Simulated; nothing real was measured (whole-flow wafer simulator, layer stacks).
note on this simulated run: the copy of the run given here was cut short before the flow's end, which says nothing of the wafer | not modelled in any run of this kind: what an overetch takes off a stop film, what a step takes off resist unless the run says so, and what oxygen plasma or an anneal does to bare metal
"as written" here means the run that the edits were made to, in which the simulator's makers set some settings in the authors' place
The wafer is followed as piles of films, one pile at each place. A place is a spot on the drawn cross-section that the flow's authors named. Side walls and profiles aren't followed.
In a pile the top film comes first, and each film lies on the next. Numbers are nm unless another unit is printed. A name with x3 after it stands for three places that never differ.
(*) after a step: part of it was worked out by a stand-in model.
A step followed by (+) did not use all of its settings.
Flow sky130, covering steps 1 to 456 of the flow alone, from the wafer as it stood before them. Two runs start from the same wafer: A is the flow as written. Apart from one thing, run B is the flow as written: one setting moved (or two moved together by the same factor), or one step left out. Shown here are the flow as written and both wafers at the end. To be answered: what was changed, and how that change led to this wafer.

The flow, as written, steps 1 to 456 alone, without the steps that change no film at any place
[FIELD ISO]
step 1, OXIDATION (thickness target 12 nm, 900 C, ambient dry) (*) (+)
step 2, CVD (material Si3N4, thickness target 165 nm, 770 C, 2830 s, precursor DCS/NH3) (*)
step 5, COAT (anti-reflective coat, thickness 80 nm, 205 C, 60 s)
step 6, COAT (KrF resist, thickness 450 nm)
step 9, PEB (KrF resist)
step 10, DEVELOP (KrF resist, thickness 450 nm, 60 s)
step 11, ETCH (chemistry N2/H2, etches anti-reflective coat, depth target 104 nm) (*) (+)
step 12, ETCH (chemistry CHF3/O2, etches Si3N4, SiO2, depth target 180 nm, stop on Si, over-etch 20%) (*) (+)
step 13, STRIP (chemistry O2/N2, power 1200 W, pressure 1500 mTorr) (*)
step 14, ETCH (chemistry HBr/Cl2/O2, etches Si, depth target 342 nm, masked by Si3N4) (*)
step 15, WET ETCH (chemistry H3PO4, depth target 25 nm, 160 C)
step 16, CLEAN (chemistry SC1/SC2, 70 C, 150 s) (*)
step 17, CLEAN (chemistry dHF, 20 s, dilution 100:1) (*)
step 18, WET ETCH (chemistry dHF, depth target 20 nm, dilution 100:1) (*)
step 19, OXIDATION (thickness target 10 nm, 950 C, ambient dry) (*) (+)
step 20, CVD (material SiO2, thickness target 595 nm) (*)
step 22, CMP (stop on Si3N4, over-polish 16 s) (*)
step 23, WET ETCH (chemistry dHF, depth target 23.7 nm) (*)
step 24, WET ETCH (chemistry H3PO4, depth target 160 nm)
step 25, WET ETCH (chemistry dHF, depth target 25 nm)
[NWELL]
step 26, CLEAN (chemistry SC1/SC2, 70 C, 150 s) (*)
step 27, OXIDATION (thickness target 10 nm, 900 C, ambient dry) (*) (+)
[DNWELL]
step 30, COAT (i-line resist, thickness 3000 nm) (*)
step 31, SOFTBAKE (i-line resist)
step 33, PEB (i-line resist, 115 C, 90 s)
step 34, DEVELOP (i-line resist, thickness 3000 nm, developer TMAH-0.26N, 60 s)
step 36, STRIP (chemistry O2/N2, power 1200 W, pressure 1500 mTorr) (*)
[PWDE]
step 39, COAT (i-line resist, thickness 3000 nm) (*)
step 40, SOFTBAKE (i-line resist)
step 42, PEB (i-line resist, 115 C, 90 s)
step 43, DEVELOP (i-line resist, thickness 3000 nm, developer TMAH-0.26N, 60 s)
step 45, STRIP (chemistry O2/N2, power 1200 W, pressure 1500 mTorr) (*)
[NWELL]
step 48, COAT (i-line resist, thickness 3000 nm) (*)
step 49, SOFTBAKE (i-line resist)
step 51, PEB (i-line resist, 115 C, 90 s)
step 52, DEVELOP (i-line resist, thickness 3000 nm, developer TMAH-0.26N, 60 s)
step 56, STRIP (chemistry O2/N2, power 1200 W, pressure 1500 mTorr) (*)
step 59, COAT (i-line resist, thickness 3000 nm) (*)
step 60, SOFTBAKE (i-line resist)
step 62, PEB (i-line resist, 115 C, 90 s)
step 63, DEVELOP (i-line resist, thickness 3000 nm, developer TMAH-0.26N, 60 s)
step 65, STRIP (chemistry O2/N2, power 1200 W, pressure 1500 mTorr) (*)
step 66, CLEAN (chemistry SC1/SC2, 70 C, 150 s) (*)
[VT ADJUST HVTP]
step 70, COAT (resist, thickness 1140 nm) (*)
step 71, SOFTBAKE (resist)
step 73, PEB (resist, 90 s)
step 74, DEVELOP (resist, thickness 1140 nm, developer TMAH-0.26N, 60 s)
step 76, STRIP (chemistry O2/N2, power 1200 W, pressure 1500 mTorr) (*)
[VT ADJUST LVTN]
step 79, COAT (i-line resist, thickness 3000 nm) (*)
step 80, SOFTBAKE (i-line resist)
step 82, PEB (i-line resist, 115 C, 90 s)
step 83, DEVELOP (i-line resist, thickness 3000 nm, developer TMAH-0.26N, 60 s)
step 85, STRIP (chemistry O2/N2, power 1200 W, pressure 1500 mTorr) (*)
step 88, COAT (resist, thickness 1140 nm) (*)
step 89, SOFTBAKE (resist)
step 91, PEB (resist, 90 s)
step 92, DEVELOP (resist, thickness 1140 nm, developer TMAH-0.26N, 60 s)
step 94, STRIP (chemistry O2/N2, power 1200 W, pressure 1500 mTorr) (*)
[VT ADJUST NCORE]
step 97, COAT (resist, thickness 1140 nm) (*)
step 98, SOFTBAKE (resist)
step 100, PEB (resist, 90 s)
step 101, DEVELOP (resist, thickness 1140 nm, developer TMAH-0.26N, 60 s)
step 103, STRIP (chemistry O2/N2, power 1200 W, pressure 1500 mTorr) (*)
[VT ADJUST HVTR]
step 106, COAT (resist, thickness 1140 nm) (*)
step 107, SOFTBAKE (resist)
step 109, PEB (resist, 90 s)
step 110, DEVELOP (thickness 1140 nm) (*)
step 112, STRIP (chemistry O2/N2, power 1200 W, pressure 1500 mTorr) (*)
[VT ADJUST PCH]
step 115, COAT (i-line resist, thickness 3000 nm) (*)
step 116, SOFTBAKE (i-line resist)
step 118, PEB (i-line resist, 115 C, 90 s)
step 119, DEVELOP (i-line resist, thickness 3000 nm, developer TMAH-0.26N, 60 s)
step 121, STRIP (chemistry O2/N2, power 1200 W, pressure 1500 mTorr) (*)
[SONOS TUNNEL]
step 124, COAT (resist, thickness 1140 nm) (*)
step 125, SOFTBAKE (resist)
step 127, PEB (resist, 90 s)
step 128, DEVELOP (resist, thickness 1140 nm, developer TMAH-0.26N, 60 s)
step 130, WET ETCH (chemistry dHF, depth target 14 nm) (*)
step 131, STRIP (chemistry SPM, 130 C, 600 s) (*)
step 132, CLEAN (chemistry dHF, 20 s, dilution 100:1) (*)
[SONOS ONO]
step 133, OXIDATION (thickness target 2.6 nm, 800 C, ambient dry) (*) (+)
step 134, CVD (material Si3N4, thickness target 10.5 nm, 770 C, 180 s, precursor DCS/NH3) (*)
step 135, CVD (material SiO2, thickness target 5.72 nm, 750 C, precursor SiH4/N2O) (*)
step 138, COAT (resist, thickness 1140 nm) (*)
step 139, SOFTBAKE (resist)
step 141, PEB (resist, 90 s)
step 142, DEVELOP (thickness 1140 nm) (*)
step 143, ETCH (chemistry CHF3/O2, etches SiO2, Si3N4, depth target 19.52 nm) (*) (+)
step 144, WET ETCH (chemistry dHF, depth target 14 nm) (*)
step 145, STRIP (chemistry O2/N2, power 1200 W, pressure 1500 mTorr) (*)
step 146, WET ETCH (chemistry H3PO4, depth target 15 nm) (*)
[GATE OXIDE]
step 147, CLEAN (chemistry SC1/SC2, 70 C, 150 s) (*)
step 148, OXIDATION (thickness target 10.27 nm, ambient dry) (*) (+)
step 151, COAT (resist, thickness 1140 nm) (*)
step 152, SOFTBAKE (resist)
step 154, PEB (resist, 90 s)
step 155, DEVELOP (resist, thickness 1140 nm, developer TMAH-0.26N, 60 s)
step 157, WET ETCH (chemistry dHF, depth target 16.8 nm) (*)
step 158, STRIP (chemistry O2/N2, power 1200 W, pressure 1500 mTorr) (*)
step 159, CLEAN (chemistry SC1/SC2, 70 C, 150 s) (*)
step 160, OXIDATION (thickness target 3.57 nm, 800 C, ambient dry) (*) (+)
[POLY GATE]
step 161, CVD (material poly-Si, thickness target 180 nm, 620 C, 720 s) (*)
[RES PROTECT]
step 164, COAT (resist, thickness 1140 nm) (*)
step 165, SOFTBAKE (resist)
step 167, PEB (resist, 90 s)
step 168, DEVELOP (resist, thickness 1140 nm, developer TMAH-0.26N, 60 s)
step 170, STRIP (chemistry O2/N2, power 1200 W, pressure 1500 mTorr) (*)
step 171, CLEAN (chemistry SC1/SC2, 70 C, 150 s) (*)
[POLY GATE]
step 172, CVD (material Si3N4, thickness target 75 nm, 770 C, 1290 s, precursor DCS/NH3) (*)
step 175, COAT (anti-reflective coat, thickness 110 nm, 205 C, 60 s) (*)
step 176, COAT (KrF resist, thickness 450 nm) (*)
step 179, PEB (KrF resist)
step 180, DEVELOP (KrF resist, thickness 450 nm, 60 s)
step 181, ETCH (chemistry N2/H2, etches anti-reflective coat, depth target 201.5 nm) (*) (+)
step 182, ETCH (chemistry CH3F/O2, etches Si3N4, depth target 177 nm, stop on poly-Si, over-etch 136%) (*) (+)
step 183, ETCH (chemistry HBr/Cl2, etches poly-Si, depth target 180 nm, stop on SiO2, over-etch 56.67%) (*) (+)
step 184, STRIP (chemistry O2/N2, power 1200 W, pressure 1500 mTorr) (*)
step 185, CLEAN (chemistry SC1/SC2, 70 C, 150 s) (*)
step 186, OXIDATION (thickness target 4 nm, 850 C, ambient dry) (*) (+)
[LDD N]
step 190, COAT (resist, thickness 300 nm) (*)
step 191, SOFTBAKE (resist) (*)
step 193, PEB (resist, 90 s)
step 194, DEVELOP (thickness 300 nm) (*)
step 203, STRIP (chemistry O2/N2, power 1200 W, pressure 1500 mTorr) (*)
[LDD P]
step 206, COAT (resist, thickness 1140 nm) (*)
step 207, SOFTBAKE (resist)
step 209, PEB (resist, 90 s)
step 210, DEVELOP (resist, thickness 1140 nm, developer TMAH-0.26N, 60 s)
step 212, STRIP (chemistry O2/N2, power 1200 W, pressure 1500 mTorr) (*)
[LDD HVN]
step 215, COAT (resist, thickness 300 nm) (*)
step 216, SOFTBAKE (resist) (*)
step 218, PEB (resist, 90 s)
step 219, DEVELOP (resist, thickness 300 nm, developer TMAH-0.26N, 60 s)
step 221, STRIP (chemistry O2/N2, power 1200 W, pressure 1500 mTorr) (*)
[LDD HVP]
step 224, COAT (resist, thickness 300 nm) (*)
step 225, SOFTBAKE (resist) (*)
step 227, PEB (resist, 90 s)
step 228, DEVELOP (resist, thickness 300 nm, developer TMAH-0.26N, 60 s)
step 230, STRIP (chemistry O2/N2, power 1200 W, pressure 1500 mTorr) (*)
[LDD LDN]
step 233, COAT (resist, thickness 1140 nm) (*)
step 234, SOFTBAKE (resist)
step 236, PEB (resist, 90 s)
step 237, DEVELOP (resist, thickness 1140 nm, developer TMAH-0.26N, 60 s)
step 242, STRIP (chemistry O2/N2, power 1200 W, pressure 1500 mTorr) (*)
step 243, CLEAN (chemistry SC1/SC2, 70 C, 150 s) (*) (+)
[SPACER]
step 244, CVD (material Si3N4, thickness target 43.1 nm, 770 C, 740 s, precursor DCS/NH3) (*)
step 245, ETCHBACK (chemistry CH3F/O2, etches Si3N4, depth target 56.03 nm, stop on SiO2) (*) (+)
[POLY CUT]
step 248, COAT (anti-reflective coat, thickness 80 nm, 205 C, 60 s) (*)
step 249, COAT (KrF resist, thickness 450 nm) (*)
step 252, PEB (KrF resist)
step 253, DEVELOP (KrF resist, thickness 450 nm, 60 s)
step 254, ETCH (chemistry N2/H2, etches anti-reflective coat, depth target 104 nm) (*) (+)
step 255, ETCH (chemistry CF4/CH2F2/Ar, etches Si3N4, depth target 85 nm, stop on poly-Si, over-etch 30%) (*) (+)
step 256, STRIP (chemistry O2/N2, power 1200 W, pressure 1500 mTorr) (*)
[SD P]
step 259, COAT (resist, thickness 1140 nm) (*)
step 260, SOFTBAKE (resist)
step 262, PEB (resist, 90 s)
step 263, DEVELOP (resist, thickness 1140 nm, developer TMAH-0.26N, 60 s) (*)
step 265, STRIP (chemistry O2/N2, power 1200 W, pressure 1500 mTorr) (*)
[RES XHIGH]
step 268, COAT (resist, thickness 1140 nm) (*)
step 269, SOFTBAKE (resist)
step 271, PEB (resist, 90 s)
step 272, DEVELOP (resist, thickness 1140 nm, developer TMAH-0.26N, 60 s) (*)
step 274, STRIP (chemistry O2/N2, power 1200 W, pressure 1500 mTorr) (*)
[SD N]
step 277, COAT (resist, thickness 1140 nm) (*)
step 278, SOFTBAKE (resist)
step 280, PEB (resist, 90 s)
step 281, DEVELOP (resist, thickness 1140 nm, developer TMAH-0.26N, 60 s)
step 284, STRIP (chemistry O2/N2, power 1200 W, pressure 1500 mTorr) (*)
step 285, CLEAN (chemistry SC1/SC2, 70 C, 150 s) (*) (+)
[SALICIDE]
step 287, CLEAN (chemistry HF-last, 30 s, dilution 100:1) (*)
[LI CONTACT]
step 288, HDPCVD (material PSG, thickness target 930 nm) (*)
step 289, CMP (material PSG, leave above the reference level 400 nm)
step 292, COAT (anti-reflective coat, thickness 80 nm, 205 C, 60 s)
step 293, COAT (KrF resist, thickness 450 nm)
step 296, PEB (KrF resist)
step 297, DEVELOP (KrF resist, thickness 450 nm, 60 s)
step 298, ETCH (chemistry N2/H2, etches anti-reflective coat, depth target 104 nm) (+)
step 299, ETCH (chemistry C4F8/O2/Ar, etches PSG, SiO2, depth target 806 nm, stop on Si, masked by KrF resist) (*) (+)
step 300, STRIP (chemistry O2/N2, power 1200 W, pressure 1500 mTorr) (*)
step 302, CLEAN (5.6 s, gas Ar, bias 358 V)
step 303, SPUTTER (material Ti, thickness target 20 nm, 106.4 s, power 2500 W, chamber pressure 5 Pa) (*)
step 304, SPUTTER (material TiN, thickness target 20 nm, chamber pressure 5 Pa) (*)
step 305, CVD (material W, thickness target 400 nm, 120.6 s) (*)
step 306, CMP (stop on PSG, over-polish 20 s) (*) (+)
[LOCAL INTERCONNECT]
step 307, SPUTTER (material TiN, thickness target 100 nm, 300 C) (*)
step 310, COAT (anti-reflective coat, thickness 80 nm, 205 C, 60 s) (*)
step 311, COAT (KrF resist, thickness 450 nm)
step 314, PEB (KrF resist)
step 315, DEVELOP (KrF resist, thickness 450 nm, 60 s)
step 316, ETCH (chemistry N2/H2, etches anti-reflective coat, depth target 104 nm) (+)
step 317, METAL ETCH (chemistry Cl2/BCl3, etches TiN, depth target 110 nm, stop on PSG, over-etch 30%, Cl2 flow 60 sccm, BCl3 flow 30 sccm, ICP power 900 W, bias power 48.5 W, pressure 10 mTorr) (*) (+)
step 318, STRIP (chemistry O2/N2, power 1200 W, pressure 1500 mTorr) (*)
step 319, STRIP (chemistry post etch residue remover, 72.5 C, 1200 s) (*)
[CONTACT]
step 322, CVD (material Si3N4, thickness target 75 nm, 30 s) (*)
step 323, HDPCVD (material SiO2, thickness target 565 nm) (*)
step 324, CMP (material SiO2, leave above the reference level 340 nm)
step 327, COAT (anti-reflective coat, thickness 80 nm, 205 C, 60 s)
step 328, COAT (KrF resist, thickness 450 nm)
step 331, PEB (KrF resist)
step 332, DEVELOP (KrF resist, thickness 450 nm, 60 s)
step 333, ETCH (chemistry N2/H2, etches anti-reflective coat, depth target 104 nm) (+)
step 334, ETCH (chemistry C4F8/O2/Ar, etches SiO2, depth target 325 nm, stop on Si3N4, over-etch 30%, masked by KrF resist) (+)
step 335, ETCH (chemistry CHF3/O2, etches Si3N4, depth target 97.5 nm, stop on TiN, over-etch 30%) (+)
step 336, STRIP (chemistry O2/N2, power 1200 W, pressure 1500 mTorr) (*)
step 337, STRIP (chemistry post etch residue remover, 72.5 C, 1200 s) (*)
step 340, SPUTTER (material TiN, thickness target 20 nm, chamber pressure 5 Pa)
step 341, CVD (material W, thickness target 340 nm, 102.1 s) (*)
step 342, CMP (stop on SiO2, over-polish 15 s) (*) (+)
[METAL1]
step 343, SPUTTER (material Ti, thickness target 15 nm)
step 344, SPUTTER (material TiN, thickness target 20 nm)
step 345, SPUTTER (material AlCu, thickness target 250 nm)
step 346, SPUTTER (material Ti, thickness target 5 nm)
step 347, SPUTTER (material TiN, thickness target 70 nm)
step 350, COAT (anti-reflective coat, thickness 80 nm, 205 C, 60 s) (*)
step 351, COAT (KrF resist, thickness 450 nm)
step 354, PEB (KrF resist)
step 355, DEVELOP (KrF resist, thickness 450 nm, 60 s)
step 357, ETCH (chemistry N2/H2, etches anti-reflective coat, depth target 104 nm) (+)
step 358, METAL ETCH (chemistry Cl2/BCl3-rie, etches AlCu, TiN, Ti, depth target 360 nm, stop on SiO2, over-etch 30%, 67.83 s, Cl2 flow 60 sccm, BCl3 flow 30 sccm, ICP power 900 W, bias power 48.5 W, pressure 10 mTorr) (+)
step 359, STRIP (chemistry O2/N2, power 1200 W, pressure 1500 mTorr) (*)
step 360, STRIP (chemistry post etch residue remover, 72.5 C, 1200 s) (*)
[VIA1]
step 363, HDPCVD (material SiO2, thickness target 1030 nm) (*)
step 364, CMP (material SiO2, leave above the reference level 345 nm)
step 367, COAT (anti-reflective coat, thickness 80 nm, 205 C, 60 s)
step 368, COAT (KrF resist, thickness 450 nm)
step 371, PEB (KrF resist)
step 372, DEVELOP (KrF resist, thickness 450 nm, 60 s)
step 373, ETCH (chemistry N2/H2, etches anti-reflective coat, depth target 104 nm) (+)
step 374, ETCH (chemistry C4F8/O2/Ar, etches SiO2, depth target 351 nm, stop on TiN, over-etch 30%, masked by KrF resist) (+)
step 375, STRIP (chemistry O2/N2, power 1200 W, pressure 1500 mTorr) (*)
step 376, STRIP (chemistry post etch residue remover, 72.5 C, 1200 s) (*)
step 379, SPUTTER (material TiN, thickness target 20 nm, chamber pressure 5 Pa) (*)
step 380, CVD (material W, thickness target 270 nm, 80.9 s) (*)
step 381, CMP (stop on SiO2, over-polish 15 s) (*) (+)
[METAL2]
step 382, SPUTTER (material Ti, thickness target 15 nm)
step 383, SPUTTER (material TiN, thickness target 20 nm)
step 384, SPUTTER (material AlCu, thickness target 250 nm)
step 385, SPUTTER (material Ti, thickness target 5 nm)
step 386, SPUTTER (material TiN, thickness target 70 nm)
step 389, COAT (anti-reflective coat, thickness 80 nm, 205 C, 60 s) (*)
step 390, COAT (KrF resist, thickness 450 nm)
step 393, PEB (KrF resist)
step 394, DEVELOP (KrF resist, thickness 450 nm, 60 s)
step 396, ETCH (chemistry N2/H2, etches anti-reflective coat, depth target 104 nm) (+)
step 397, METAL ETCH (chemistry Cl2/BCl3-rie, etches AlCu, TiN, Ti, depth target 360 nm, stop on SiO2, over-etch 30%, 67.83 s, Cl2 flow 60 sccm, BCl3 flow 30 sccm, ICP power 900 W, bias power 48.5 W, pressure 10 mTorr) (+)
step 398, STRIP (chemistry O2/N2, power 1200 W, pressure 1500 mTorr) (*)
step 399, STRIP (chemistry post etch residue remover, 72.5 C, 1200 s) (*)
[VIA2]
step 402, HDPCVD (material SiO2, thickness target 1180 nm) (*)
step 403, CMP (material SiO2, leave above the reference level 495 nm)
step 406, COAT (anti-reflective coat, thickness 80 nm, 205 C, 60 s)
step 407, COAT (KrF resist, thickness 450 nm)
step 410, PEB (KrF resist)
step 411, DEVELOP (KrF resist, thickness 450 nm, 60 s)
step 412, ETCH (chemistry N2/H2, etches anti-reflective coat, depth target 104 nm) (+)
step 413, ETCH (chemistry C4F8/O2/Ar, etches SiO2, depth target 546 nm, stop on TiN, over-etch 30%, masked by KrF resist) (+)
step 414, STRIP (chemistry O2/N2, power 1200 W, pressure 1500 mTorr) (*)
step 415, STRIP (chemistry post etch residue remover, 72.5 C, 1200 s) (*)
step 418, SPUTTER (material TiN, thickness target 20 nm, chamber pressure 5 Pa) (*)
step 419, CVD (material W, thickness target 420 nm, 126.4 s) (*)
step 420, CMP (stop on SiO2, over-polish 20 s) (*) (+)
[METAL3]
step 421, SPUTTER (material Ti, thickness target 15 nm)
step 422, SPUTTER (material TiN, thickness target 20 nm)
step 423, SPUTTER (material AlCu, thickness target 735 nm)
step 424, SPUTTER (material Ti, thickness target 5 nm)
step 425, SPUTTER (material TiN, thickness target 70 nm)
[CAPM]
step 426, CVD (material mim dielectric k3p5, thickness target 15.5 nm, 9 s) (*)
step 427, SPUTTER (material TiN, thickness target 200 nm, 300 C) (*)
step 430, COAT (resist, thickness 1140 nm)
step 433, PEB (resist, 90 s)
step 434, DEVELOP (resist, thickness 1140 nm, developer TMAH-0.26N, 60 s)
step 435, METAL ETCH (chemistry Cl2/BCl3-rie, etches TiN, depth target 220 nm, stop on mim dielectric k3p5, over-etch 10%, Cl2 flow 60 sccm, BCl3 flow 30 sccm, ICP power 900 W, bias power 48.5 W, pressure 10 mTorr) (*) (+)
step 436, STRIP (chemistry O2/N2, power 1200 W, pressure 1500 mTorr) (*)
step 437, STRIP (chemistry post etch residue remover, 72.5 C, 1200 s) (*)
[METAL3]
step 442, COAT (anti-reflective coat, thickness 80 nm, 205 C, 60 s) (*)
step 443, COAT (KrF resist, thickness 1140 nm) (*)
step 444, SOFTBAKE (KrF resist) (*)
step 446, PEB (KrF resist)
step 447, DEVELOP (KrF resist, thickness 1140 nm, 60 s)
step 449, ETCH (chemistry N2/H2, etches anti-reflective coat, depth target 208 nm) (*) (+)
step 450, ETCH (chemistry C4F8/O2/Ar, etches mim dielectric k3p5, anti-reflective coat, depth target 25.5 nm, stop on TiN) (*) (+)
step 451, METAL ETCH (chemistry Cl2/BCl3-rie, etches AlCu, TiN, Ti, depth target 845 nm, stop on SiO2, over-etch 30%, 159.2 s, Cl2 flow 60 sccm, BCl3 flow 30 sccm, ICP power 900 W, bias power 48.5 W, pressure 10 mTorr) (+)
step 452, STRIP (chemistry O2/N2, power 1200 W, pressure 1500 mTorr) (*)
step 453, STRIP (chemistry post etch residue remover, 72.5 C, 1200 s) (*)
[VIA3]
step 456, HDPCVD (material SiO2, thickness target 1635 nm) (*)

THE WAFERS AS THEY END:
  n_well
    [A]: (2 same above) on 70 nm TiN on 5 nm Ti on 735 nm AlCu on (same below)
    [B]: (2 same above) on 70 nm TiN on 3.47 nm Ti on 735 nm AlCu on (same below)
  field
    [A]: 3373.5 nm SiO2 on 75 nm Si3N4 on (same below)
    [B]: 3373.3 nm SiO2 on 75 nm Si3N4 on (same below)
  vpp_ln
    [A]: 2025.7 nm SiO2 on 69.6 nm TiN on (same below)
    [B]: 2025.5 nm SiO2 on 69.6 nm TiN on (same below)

What caused this: step 424, SPUTTER: thickness target 3.47 nm was run, though the flow has thickness target 5 nm.
One can read it off the wafer: n_well has Ti 3.47, and step 424 as written asks for 5 nm.

The path from the change to this, step by step:
  step 424, SPUTTER (material Ti, thickness target 5 nm)
      field, active, n_well and 188 more: A Ti gains 5 (new film) | B Ti gains 3.47 (new film)
  step 451, METAL ETCH (chemistry Cl2/BCl3-rie, etches AlCu, TiN, Ti, depth target 845 nm, stop on SiO2, over-etch 30%, 159.2 s, Cl2 flow 60 sccm, BCl3 flow 30 sccm, ICP power 900 W, bias power 48.5 W, pressure 10 mTorr) (+)
      field, active, gate and 69 more: A TiN loses 70 (all of it), Ti loses 5 (all of it), AlCu loses 735 (all of it), TiN loses 20 (all of it), Ti loses 15 (all of it), SiO2 loses 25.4 | B TiN loses 70 (all of it), Ti loses 3.47 (all of it), AlCu loses 735 (all of it), TiN loses 20 (all of it), Ti loses 15 (all of it), SiO2 loses 25.5
      vpp_ln, vpp_iso2, ndiff_ln and 10 more: A TiN loses 70 (all of it), Ti loses 5 (all of it), AlCu loses 735 (all of it), TiN loses 20 (all of it), Ti loses 15 (all of it), SiO2 loses 25.3 | B TiN loses 70 (all of it), Ti loses 3.47 (all of it), AlCu loses 735 (all of it), TiN loses 20 (all of it), Ti loses 15 (all of it), SiO2 loses 25.5
